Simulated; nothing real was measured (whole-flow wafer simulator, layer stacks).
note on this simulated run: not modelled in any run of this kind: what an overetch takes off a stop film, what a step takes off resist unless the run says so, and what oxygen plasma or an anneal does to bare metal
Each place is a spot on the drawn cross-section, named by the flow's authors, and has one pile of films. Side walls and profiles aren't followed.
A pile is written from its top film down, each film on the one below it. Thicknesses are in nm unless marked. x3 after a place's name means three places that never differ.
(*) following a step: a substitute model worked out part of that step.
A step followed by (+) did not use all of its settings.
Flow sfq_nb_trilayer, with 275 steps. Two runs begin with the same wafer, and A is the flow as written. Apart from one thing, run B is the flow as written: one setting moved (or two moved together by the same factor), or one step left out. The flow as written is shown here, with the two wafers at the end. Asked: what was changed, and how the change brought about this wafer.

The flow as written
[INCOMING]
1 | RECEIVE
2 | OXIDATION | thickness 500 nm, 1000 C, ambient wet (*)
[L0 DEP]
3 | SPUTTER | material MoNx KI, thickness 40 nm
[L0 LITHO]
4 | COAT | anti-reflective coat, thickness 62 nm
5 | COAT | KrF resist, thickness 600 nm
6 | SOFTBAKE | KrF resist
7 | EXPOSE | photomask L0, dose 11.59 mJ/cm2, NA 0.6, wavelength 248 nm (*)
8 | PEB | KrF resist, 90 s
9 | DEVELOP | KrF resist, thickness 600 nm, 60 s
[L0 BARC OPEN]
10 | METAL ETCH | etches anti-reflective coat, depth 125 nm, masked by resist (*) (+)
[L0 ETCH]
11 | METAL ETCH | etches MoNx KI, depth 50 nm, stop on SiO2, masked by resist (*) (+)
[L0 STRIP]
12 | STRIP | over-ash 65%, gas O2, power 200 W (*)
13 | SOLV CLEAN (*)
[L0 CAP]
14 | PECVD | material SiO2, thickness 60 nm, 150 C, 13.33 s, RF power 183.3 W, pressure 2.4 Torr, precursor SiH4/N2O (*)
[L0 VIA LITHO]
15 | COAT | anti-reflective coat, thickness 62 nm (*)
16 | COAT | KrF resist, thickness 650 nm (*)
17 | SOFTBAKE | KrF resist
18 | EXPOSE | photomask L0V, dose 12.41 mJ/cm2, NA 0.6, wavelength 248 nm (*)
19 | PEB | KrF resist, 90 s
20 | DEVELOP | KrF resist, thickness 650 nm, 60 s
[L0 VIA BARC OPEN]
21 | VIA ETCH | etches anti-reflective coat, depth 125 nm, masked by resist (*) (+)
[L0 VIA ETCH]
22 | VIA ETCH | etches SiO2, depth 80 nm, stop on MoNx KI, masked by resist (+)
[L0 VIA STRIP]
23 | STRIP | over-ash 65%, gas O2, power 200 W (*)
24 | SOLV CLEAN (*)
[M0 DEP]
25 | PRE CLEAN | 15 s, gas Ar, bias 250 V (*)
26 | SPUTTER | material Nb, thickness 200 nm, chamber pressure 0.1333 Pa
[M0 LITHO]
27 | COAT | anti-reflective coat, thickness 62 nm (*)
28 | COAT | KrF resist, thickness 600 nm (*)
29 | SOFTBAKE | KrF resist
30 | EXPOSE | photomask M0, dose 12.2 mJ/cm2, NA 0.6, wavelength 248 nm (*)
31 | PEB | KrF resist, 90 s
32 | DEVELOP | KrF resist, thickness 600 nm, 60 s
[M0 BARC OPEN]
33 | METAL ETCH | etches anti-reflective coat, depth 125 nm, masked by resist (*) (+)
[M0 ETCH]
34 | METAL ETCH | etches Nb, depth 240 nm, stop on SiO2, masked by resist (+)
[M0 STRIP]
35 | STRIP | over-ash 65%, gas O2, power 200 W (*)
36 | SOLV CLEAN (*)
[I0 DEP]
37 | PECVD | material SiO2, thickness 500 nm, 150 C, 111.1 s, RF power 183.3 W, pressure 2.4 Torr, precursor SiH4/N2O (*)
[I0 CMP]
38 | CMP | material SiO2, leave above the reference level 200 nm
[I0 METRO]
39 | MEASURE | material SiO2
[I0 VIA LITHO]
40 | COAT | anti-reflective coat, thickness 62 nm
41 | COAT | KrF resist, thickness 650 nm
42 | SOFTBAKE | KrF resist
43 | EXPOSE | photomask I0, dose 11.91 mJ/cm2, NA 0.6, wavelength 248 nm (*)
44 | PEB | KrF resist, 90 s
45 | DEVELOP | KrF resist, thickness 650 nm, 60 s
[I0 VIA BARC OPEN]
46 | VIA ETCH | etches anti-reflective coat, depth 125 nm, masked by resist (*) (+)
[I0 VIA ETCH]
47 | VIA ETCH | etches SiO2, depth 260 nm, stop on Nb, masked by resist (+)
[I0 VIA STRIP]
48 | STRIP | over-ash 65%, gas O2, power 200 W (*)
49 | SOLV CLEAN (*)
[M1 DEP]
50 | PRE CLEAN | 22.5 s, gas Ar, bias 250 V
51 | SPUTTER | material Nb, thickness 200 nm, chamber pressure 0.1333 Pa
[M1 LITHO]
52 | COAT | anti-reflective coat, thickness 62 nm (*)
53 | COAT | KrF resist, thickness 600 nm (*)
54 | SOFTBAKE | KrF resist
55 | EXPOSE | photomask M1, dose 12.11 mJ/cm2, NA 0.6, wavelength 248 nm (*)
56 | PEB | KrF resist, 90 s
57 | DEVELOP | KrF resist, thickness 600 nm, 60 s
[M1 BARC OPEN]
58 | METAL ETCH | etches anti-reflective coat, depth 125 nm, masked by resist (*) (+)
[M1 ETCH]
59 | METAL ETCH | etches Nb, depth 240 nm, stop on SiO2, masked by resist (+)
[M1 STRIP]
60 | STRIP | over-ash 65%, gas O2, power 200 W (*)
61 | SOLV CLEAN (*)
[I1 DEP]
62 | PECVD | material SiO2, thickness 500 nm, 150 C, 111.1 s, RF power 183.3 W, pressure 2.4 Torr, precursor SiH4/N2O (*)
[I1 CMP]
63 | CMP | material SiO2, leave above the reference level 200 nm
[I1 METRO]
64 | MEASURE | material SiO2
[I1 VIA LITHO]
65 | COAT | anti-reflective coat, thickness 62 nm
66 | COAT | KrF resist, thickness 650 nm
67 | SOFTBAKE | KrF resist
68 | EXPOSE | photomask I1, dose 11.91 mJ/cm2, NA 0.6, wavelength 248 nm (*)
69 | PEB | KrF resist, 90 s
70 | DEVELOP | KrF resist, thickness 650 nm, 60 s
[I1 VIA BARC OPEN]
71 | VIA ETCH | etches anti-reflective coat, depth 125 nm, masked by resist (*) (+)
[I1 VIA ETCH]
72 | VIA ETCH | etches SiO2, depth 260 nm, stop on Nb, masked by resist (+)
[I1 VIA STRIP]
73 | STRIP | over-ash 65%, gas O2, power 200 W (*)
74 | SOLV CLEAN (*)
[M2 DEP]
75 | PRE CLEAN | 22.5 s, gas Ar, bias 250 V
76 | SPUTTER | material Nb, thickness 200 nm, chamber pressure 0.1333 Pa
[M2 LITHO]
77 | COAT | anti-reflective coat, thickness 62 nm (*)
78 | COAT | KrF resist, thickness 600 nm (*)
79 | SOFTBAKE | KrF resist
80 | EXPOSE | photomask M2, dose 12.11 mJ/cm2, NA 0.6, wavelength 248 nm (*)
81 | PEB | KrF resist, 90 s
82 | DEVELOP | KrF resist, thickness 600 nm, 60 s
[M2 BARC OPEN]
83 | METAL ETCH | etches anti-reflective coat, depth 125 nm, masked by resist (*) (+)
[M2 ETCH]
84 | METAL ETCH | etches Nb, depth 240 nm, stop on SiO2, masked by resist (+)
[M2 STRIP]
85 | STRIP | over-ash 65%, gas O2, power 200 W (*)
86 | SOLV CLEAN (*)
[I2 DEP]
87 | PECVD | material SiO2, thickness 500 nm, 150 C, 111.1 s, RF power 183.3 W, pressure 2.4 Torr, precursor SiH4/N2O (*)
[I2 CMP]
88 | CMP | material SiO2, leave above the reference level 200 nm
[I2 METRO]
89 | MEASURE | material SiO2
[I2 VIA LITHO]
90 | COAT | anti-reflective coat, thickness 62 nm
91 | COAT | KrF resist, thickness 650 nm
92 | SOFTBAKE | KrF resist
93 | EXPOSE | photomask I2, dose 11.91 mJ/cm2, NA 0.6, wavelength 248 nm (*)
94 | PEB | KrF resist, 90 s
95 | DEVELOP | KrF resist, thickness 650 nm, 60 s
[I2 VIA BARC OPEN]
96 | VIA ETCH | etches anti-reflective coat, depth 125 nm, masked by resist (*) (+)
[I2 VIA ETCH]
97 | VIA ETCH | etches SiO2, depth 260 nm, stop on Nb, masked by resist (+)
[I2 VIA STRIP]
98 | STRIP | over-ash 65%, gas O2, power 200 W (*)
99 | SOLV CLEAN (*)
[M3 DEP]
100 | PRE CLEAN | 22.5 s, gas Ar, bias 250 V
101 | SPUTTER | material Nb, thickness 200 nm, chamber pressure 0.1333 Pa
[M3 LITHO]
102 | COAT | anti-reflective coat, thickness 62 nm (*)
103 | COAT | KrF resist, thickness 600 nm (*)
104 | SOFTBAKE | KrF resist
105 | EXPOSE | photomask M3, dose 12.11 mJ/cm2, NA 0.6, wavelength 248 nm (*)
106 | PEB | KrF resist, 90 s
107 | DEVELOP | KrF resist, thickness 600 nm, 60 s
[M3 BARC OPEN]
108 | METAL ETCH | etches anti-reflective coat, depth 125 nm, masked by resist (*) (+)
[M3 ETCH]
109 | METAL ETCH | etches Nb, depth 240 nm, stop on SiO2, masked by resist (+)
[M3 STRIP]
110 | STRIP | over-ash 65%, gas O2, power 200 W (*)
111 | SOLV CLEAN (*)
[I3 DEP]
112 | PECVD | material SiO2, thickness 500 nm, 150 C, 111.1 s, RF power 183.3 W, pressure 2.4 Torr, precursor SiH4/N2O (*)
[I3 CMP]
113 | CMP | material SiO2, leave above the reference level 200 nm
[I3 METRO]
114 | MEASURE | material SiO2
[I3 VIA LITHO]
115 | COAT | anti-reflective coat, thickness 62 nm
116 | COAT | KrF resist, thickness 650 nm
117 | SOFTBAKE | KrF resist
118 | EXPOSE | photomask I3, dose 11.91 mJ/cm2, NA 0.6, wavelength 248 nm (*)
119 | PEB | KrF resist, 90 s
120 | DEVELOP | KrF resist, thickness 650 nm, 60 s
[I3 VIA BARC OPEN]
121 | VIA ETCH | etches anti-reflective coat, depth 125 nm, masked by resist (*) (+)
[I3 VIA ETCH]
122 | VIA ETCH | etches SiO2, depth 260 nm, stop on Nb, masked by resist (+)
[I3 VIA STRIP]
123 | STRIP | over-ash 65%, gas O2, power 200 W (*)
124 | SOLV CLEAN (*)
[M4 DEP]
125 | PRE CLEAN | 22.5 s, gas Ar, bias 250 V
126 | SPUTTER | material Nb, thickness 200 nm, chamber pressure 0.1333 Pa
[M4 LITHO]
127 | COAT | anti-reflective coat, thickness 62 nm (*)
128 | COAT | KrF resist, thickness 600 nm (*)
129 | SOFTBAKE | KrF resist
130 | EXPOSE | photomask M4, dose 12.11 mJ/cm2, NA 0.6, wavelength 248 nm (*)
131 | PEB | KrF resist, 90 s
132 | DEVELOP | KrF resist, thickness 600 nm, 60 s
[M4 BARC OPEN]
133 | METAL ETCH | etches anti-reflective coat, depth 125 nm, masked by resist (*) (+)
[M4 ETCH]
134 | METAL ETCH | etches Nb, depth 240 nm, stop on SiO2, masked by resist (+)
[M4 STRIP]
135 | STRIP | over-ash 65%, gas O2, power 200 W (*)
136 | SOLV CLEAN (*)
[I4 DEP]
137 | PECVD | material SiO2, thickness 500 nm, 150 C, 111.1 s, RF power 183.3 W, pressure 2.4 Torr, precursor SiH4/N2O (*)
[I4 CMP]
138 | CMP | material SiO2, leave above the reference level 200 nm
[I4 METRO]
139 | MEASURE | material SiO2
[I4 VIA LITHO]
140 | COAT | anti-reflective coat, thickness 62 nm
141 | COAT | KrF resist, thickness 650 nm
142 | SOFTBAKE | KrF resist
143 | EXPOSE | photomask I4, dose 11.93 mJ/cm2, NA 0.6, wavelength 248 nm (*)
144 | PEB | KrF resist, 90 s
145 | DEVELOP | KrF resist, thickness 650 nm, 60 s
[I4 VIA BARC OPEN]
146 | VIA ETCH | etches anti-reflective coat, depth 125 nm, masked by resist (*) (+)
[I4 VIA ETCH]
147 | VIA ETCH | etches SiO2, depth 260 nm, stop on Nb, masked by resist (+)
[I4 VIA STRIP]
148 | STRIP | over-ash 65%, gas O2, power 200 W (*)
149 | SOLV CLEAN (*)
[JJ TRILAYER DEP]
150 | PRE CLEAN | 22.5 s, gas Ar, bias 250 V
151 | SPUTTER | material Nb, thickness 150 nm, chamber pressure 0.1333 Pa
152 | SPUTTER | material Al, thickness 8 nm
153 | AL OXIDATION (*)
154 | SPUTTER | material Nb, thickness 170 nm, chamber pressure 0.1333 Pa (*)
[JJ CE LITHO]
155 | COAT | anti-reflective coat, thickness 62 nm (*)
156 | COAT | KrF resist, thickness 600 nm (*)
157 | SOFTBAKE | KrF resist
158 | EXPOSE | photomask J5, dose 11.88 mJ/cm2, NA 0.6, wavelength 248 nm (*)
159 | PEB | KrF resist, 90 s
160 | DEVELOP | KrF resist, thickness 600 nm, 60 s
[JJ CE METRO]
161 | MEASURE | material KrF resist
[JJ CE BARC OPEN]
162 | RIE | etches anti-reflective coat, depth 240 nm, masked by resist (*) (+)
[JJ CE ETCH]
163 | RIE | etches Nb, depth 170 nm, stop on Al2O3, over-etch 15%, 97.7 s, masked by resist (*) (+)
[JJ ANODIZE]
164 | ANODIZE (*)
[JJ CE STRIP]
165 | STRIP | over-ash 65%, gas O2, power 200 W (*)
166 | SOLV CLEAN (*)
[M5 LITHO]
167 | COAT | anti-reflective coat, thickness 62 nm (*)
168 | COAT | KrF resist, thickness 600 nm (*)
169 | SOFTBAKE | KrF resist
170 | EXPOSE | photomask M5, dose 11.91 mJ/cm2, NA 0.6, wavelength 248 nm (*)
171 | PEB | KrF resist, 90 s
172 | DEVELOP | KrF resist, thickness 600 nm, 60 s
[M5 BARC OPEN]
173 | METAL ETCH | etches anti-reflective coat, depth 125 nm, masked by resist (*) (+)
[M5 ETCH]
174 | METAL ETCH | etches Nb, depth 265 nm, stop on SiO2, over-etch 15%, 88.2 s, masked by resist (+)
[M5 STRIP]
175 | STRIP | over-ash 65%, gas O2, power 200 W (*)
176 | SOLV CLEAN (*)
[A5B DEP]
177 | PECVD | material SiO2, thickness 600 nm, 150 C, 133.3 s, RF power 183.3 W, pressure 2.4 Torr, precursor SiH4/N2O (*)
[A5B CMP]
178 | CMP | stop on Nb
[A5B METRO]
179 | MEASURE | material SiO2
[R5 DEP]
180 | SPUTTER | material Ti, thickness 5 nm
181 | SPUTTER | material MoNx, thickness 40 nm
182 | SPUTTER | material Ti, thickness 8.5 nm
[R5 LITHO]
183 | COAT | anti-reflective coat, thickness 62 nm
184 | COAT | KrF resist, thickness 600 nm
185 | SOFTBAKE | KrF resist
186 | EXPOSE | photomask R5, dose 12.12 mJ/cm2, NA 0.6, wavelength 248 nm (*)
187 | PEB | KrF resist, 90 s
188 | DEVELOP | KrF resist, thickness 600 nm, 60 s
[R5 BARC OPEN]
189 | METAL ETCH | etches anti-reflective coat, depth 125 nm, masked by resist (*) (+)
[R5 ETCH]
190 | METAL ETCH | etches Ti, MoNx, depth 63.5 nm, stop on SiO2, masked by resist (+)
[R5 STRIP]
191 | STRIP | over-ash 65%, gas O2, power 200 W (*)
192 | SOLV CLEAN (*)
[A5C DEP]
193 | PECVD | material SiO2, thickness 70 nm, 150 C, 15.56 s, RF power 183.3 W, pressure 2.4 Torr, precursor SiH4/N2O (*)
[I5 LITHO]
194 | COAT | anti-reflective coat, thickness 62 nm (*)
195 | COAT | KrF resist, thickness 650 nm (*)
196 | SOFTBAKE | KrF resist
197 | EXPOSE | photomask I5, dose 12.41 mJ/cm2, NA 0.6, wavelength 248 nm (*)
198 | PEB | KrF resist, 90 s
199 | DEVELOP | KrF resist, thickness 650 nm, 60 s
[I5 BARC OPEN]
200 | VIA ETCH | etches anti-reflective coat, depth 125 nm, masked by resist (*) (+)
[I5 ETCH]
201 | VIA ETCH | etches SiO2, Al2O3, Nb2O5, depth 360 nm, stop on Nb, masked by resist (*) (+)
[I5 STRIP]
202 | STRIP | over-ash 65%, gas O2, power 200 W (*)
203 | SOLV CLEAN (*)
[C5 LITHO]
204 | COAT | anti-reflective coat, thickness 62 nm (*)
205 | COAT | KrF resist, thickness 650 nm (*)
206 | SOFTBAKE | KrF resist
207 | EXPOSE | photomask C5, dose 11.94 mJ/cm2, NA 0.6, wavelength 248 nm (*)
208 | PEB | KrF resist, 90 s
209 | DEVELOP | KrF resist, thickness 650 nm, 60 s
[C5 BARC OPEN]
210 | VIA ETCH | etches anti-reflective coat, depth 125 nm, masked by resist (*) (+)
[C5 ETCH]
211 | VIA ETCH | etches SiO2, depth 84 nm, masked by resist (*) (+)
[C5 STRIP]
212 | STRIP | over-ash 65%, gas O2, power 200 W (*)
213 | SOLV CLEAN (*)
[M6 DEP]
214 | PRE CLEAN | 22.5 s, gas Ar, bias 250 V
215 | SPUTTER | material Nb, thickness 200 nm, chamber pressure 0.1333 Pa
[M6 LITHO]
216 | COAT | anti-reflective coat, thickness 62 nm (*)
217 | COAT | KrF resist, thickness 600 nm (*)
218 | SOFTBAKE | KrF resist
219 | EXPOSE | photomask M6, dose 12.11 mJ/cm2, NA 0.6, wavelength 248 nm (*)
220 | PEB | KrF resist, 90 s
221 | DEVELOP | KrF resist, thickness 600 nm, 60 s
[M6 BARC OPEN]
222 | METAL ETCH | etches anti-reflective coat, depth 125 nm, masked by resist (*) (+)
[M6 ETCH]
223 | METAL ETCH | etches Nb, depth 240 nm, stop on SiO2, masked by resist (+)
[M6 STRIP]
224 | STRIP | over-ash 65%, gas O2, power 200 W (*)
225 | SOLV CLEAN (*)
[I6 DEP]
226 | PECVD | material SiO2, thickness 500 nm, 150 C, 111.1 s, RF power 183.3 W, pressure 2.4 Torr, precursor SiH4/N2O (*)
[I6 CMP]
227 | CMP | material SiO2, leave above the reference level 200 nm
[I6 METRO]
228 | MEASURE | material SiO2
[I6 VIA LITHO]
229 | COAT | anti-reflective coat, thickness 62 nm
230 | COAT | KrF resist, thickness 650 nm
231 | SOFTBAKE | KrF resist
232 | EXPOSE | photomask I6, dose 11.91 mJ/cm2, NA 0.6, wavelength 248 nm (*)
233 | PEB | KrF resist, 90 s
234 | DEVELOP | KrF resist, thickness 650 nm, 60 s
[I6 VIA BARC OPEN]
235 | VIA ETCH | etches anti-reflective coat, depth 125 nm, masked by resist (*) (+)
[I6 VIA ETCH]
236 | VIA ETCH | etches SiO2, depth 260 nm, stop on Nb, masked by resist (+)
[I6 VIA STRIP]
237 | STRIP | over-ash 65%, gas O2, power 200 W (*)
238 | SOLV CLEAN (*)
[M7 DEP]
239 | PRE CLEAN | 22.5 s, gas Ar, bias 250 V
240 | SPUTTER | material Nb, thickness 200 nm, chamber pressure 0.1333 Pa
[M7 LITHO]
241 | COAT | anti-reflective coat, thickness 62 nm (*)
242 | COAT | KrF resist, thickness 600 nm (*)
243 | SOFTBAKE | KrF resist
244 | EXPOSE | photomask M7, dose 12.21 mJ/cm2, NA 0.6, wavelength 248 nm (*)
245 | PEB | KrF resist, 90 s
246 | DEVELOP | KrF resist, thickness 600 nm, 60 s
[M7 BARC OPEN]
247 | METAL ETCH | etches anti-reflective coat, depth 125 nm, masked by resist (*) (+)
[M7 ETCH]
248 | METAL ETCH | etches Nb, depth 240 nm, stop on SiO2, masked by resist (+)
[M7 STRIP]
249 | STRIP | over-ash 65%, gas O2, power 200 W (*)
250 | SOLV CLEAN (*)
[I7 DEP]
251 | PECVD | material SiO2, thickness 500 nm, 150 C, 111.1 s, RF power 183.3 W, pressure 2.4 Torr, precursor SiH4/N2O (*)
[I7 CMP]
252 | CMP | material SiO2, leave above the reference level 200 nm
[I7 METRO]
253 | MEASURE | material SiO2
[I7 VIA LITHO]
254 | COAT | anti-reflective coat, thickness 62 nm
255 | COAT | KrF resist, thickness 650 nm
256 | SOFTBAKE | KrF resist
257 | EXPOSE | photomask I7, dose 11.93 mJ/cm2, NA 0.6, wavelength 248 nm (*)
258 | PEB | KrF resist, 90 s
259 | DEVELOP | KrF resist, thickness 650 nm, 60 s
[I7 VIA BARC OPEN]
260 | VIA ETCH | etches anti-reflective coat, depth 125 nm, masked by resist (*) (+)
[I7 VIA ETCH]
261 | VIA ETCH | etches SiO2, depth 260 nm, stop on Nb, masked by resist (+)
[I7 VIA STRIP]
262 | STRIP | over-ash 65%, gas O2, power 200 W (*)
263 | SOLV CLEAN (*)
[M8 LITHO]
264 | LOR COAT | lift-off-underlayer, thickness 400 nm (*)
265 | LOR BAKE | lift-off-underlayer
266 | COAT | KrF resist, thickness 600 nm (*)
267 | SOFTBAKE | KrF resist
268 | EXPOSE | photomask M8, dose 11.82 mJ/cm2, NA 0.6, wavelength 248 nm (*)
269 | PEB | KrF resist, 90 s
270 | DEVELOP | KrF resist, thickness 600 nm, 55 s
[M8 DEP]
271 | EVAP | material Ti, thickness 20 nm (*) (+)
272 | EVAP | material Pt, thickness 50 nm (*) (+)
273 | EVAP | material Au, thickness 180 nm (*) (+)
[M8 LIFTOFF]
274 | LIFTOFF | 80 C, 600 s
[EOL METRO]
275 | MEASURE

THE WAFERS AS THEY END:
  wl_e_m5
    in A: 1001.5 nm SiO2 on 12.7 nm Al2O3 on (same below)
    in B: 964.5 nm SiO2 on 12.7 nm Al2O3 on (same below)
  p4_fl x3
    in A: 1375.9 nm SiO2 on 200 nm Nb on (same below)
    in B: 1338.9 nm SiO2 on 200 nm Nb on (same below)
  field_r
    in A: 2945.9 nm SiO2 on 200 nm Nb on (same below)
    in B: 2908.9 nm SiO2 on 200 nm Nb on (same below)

Cause: step 240, SPUTTER: thickness 163 nm was run, whereas the flow has thickness 200 nm.

Step by step, how the change led to this:
  240 | SPUTTER | material Nb, thickness 200 nm, chamber pressure 0.1333 Pa
      field_l, v_sur, via_wl and 102 more: A +200 Nb (new film) | B +163 Nb (new film)
      via_v: A +161.1 Nb | B +131.2 Nb
  248 | METAL ETCH | etches Nb, depth 240 nm, stop on SiO2, masked by resist (+)
      field_l, field_r, lsp_l and 62 more: A -200 Nb (all of it) | B -163 Nb (all of it)
  251 | PECVD | material SiO2, thickness 500 nm, 150 C, 111.1 s, RF power 183.3 W, pressure 2.4 Torr, precursor SiH4/N2O (*)
      m7r_space_l x2: A +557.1 SiO2 | B +520.1 SiO2
  252 | CMP | material SiO2, leave above the reference level 200 nm
      field_l, p4_fl x3, p4_w1 x9 and 46 more: A -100 SiO2 | B -137 SiO2
      field_r, lsp_l: A -77.7 SiO2 | B -118.8 SiO2
      (also at 3 further places)
